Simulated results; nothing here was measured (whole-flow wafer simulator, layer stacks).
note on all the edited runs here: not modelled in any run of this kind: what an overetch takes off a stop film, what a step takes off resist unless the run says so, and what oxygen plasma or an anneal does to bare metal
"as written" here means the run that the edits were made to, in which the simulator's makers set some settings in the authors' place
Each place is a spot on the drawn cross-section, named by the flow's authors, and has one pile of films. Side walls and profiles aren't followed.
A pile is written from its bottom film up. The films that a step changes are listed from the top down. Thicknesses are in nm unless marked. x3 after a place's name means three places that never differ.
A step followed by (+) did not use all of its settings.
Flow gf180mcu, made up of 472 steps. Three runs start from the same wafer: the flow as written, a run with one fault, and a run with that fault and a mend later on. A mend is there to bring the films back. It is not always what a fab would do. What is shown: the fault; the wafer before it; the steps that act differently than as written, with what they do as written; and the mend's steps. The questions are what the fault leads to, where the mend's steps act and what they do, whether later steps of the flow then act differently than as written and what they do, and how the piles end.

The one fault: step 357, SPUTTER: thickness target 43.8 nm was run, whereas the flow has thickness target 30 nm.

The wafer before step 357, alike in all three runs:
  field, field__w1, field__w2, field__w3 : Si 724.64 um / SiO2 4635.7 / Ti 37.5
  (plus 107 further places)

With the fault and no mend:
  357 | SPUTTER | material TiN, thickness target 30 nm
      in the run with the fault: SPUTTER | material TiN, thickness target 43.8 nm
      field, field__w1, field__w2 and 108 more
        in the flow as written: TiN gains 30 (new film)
        in the run with the fault: TiN gains 43.8 (new film)
  Steps further on in the flow that do not act as written:
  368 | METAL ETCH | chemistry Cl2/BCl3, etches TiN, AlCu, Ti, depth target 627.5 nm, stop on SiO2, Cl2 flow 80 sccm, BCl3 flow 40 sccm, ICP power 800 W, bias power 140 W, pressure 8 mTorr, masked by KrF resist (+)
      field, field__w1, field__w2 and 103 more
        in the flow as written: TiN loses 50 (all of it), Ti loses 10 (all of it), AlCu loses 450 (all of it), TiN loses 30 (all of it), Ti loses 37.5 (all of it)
        in the run with the fault: TiN loses 50 (all of it), Ti loses 10 (all of it), AlCu loses 450 (all of it), TiN loses 43.8 (all of it), Ti loses 37.5 (all of it)
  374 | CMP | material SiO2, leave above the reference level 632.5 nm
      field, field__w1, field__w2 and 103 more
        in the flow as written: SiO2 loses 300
        in the run with the fault: SiO2 loses 286.2
  At field__w8, contact, m1, m1__w1, m1_nw, the piles at the end differ from the flow's by more than 2% or 0.5 nm, whichever is larger.
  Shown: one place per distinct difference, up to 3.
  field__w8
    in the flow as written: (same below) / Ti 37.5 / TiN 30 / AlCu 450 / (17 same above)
    in the run with the fault: (same below) / Ti 37.5 / TiN 43.8 / AlCu 450 / (17 same above)
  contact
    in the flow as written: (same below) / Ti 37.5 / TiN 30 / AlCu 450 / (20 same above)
    in the run with the fault: (same below) / Ti 37.5 / TiN 43.8 / AlCu 450 / (20 same above)

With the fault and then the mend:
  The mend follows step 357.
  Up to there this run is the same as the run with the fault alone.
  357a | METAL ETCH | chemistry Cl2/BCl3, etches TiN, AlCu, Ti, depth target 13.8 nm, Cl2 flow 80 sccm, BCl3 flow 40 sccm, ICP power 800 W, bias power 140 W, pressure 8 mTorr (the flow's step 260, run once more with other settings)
      field, field__w1, field__w2 and 108 more
        TiN loses 13.8
  Later steps of the flow that are run all act as written at every place that is followed.
  By the end, the piles equal the flow's at every place that both follow.
